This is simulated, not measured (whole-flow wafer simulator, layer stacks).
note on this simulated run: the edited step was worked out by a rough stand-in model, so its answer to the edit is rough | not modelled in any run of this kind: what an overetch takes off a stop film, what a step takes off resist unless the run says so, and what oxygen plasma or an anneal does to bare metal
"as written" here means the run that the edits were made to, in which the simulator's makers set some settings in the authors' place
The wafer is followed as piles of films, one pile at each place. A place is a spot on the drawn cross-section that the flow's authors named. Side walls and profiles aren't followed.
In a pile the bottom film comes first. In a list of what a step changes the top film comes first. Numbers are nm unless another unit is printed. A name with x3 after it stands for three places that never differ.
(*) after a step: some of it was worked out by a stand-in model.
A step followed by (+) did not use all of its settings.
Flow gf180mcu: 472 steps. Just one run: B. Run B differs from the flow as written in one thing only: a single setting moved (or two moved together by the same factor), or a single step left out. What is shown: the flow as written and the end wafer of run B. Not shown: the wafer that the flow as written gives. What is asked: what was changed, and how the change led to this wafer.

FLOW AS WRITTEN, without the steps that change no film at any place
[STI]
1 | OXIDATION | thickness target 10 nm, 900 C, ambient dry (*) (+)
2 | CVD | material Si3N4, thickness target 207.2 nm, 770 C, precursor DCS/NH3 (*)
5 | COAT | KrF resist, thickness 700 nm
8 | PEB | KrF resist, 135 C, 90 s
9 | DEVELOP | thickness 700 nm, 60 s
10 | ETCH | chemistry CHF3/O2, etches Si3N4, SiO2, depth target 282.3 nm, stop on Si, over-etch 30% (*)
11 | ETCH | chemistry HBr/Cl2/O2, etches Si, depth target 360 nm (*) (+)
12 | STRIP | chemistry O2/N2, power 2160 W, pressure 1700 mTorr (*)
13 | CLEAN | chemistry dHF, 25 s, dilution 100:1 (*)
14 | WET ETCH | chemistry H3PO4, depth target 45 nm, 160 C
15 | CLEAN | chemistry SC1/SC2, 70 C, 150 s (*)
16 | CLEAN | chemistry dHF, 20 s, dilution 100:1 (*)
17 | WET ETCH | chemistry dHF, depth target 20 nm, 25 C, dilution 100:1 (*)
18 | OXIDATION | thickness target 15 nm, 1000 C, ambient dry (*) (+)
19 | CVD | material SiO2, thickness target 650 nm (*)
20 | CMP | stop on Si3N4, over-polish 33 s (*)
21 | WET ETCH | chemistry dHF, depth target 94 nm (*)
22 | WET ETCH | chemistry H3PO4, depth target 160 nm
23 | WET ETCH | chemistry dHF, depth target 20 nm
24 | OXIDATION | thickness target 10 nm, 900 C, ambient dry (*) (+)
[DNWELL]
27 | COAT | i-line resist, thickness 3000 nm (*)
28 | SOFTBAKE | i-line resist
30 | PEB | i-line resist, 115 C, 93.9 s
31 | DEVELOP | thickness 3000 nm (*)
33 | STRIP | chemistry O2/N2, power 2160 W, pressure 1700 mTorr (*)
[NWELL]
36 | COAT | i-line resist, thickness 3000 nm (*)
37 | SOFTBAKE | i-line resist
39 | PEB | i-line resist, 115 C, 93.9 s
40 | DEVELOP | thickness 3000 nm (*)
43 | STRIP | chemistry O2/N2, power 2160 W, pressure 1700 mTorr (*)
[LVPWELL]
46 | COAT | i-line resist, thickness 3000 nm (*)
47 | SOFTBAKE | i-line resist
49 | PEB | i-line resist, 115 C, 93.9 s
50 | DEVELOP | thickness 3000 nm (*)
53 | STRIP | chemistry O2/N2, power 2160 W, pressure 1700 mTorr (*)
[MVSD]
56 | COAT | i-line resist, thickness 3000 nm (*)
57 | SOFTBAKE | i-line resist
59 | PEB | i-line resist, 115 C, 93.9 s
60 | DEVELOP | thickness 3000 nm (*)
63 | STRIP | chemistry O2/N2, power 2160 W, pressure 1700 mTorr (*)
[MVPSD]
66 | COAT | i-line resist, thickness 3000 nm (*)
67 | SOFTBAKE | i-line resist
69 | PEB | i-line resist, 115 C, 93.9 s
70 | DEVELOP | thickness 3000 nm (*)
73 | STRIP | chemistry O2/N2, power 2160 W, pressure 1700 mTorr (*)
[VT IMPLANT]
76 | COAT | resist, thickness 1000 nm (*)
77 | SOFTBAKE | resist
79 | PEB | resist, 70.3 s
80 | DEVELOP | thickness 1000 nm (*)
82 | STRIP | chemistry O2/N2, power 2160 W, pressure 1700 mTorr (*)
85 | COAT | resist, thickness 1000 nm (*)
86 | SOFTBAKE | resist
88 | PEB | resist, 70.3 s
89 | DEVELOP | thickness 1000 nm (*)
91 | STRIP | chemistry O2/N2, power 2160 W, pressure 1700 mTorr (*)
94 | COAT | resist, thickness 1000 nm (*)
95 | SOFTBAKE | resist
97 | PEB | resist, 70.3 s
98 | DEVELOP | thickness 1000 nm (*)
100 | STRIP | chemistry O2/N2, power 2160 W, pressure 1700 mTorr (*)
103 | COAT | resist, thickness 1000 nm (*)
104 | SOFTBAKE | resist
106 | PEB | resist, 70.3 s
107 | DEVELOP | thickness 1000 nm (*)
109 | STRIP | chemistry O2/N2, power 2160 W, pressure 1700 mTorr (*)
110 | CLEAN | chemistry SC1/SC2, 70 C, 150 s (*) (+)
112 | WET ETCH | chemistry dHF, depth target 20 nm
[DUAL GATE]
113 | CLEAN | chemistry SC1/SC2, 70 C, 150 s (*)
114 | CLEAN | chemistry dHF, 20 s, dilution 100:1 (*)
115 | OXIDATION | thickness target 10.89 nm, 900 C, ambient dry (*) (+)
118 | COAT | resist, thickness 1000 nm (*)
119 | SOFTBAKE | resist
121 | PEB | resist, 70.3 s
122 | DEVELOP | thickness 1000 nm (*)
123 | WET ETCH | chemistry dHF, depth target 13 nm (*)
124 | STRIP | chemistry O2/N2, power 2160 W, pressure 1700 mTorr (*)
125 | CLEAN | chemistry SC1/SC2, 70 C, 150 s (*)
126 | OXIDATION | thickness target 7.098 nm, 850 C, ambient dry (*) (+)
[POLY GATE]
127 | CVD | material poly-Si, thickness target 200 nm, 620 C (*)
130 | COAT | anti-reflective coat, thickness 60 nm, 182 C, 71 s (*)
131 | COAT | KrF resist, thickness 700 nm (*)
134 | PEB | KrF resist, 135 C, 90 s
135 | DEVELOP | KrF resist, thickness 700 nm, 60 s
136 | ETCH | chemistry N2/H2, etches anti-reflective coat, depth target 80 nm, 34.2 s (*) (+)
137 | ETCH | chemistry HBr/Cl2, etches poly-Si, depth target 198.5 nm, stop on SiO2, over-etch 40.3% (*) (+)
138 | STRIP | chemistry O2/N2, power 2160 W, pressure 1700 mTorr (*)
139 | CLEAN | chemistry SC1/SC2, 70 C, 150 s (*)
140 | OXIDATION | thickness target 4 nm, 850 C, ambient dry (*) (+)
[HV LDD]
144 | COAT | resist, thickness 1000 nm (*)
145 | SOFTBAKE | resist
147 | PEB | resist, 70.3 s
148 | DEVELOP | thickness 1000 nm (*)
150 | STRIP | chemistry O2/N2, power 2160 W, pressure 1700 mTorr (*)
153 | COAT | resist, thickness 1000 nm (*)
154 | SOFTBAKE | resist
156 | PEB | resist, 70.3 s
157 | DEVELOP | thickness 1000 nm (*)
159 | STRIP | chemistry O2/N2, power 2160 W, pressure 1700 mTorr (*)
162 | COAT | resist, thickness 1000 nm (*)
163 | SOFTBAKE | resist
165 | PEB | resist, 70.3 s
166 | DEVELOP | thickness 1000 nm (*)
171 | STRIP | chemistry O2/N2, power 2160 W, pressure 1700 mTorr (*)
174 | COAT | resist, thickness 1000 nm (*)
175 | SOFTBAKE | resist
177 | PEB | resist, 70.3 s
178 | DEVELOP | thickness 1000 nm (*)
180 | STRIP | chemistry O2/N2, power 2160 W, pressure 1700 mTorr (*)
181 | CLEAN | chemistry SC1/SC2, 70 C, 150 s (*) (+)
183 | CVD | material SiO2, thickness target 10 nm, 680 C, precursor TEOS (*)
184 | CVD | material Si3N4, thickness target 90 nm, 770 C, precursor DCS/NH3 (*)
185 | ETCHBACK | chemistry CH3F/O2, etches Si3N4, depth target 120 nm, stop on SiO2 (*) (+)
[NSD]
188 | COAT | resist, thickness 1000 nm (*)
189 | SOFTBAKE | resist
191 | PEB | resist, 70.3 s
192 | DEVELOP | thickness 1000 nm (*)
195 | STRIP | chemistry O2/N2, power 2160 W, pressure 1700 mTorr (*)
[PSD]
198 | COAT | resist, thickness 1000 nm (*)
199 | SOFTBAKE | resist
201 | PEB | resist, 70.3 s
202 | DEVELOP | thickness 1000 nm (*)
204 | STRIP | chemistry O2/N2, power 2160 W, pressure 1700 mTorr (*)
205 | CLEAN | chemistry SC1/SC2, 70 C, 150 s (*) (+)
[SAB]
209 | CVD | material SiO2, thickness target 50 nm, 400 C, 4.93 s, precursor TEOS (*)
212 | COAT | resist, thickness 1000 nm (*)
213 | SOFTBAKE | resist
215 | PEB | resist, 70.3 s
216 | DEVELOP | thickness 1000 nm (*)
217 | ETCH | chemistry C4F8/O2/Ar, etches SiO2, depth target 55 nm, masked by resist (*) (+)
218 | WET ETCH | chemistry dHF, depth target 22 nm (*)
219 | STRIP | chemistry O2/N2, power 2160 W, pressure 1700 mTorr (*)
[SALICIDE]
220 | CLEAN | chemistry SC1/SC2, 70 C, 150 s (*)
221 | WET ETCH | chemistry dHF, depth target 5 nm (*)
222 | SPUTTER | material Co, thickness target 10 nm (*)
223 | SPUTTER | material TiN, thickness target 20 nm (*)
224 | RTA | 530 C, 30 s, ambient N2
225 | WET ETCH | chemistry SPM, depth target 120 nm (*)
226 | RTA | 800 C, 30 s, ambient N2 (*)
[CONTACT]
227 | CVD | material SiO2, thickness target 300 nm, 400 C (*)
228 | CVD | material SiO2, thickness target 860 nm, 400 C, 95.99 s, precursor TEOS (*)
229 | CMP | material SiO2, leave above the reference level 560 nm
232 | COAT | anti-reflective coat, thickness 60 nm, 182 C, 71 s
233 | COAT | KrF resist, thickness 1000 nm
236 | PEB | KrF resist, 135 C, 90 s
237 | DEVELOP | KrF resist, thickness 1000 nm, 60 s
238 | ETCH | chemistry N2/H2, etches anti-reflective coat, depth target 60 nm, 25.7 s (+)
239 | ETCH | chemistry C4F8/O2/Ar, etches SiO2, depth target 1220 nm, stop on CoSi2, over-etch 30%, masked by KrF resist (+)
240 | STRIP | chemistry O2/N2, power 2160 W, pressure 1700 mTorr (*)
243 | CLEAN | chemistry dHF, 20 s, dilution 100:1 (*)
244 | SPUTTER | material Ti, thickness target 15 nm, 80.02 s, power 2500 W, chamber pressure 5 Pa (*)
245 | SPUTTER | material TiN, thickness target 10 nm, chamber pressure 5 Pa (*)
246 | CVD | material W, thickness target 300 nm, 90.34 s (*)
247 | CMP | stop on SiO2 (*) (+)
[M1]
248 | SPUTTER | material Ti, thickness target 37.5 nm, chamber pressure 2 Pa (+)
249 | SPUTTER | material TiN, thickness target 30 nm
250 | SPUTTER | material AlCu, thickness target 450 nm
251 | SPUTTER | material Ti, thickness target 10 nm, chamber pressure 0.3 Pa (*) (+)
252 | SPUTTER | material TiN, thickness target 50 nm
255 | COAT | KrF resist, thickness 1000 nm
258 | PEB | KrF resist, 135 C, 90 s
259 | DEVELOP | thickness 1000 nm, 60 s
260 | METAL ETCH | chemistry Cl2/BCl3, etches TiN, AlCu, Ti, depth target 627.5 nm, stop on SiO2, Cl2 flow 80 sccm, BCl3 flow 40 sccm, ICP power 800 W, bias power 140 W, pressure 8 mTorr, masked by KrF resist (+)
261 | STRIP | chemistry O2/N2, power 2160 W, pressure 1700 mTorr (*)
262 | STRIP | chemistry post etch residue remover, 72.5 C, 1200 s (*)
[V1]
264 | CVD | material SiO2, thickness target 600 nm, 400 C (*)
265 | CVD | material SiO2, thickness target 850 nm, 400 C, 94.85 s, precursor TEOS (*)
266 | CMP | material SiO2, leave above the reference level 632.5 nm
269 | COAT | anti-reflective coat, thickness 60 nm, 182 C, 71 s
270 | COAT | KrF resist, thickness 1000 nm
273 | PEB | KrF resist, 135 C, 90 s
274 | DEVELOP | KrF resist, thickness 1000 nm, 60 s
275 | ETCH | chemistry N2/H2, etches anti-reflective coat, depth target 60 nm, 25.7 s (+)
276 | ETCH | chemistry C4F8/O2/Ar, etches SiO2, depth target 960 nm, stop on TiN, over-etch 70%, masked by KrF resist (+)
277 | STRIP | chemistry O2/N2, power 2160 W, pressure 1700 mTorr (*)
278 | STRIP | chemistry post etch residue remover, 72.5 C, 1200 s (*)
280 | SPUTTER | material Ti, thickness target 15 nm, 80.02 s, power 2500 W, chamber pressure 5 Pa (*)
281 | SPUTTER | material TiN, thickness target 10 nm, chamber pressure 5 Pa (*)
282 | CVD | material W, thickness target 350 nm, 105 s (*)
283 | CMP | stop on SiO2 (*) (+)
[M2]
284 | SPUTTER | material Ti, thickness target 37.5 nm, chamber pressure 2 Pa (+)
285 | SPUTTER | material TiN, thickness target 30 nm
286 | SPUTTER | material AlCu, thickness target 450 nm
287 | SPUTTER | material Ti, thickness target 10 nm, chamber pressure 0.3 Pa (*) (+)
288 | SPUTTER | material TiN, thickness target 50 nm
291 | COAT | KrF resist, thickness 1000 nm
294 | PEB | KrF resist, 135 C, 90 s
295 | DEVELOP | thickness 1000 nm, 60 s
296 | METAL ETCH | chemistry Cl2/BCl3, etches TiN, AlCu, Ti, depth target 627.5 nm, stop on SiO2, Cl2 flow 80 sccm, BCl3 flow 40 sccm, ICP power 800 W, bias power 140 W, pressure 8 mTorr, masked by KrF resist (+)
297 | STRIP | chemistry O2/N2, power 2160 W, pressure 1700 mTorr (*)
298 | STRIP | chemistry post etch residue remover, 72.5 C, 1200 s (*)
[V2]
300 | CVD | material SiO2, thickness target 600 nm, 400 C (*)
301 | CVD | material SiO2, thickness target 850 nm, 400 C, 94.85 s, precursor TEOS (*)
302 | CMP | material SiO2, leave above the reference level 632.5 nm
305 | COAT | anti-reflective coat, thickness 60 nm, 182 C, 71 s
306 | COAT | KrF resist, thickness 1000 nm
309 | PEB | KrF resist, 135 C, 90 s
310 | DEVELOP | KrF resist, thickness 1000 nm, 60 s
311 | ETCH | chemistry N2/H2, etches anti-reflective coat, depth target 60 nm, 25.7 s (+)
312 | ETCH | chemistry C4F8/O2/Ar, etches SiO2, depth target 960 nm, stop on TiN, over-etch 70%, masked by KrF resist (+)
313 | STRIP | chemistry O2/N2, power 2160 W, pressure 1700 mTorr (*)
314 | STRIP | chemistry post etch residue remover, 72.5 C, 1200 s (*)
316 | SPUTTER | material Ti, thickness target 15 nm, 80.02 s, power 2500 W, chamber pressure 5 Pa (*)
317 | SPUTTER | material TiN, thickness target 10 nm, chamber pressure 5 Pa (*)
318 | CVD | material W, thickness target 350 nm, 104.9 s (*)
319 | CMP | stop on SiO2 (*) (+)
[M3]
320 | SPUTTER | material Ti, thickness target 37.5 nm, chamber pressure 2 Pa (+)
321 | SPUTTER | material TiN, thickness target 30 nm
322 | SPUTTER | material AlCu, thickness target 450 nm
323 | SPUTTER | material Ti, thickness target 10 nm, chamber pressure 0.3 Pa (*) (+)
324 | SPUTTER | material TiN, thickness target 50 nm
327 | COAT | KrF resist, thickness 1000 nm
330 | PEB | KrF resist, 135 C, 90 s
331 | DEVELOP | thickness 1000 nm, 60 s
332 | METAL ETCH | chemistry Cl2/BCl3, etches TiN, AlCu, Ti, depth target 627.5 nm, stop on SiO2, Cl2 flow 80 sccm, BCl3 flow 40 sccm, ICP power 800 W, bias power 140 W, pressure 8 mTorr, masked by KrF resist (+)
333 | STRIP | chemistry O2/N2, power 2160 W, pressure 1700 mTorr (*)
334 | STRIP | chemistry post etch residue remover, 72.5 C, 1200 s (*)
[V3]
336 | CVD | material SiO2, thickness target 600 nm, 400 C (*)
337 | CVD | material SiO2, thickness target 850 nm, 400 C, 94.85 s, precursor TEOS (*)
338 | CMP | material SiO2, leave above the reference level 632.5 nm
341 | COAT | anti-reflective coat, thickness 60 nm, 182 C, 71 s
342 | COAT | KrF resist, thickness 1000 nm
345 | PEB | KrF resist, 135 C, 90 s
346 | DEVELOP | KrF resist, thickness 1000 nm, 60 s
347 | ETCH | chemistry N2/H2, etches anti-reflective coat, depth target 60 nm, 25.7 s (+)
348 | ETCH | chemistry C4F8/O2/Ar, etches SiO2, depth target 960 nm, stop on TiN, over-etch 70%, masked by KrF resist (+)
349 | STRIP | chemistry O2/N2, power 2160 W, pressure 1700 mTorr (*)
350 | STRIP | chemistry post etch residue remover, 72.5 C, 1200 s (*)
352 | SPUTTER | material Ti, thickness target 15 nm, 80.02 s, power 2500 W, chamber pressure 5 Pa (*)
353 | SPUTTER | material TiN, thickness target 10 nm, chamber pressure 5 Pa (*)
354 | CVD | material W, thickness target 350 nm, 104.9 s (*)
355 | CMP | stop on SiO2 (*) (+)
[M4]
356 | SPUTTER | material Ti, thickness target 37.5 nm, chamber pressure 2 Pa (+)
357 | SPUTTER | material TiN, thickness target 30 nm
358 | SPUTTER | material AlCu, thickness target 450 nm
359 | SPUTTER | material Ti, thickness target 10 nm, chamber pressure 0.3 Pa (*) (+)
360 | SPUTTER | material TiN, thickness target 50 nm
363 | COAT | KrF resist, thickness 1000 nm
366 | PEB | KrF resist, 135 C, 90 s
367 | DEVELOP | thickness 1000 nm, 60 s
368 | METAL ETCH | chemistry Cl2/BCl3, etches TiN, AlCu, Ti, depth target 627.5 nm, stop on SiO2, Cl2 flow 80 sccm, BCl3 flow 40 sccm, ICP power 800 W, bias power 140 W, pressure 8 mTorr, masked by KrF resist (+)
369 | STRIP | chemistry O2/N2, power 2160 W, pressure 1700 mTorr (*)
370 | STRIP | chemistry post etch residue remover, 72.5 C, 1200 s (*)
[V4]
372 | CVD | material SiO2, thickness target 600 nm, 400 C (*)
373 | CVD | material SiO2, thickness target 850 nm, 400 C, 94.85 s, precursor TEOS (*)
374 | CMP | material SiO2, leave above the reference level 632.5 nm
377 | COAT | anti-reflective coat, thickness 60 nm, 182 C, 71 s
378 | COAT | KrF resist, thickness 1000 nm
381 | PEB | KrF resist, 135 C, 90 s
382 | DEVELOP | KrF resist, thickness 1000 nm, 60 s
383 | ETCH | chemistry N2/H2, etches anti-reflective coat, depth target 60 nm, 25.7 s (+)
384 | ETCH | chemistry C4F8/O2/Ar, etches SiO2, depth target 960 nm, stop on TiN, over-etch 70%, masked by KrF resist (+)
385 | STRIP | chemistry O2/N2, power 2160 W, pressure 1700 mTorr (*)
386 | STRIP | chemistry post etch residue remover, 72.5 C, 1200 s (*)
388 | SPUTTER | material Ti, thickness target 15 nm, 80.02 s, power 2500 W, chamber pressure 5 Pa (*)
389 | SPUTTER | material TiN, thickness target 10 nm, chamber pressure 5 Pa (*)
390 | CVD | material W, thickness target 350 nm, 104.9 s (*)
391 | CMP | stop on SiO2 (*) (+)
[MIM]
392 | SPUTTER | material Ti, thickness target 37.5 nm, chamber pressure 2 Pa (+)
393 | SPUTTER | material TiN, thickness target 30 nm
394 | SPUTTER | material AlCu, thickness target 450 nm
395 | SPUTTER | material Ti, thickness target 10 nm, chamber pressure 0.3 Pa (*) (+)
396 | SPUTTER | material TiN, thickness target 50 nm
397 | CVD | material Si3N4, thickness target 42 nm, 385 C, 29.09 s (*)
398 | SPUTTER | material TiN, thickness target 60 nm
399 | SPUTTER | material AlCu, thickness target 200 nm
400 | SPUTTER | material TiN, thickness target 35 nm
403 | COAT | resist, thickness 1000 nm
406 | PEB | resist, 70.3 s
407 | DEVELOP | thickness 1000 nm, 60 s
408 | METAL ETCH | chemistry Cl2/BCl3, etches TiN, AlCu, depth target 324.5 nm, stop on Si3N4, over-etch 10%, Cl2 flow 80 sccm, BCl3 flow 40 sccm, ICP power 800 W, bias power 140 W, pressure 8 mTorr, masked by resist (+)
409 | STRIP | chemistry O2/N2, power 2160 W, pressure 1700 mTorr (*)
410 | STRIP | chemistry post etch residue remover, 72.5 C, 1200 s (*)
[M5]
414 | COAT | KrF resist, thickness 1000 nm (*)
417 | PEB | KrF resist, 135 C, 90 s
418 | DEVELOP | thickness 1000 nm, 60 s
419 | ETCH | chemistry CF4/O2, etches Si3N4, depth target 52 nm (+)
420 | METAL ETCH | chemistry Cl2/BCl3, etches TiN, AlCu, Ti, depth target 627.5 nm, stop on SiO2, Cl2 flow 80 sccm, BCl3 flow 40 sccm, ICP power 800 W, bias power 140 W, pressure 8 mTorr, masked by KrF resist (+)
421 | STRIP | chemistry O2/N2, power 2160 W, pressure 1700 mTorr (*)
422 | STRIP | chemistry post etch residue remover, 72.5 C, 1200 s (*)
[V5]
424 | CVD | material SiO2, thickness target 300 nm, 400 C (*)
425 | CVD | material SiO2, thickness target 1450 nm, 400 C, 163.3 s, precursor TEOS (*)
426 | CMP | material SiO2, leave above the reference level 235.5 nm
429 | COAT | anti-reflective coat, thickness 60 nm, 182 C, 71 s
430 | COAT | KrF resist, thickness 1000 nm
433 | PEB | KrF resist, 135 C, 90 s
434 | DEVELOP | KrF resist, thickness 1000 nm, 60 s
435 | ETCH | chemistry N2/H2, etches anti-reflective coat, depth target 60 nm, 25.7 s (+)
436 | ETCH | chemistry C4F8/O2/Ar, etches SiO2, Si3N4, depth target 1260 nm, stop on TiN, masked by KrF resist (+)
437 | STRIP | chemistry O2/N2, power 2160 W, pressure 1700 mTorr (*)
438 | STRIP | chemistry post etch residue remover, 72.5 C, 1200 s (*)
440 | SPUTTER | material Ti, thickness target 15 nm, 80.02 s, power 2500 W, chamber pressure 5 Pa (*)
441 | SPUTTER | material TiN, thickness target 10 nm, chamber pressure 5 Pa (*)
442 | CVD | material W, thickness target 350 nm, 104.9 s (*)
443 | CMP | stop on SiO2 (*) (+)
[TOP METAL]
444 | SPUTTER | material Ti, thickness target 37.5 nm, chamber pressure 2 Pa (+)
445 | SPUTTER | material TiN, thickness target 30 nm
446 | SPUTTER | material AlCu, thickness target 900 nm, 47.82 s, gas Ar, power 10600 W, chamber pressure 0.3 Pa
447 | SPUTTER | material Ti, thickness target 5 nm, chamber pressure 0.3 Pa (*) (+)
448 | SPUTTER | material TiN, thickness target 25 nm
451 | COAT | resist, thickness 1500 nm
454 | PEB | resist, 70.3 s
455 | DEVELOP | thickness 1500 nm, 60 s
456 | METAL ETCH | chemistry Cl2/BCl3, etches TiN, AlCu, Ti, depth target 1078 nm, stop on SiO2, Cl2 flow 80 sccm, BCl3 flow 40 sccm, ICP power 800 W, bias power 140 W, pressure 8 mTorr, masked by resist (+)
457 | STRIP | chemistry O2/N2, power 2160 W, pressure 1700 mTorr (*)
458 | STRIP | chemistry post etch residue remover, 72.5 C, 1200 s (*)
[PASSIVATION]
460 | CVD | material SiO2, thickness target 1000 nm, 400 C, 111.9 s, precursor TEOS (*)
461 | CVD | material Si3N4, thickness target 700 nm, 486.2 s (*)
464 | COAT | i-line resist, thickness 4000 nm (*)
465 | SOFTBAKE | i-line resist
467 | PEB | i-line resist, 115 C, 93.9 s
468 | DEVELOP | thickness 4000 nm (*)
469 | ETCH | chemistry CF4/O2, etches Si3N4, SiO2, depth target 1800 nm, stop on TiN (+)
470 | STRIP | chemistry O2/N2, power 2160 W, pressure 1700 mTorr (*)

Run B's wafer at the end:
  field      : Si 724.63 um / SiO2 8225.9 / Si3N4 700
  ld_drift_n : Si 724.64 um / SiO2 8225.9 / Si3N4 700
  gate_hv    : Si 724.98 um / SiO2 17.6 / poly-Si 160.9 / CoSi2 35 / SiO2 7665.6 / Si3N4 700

The reason: step 126, OXIDATION: thickness target 11 nm was run, though the flow has thickness target 7.098 nm.

The path from the change to this, step by step:
  126 | OXIDATION | thickness target 7.098 nm, 850 C, ambient dry (*) (+)
      gate_hv, active_hv, active_nat and 25 more: +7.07 SiO2, -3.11 Si (it would be, as written: +3.72 SiO2, -1.64 Si)
      ld_fp_n, ld_drift_n, ld_fp_p and 13 more: +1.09 SiO2, -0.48 Si (it would be, as written: +0.52 SiO2, -0.23 Si)
      (as well as at 48 more places)
  130 | COAT | anti-reflective coat, thickness 60 nm, 182 C, 71 s (*)
      nplus_u: +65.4 anti-reflective coat (new film) (it would be, as written: +66.8 anti-reflective coat (new film))
      pplus_u: +65.7 anti-reflective coat (new film) (it would be, as written: +67.1 anti-reflective coat (new film))
  136 | ETCH | chemistry N2/H2, etches anti-reflective coat, depth target 80 nm, 34.2 s (*) (+)
      nplus_u: -65.4 anti-reflective coat (all of it), -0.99 poly-Si (it would be, as written: -66.8 anti-reflective coat (all of it), -0.95 poly-Si)
      pplus_u: -65.7 anti-reflective coat (all of it), -0.98 poly-Si (it would be, as written: -67.1 anti-reflective coat (all of it), -0.95 poly-Si)
  189 | SOFTBAKE | resist
      active_hv: -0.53 resist (it would be, as written: +2.68 resist)
      nw_enc_fld_lv__w3: -1.6 resist (it would be, as written: +2.11 resist)
      (as well as at 1 more place)
  199 | SOFTBAKE | resist
      active_hv: -0.53 resist (it would be, as written: +2.68 resist)
      nw_enc_fld_lv__w3: -1.6 resist (it would be, as written: +2.11 resist)
      (as well as at 1 more place)
  218 | WET ETCH | chemistry dHF, depth target 22 nm (*)
      active, p_well, sd_n, iso_ptap_pw, iso_ntap_nw, iso_ptap_sub, vpnp_e: -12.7 SiO2 (all of it) (it would be, as written: -9.01 SiO2 (all of it))
      ldn_tap, ldn_src, ldn_drn, ldp_tap, ldp_src, ldp_drn, ldp_gr: -19.2 SiO2 (all of it) (it would be, as written: -16 SiO2 (all of it))
      (as well as at 9 more places)
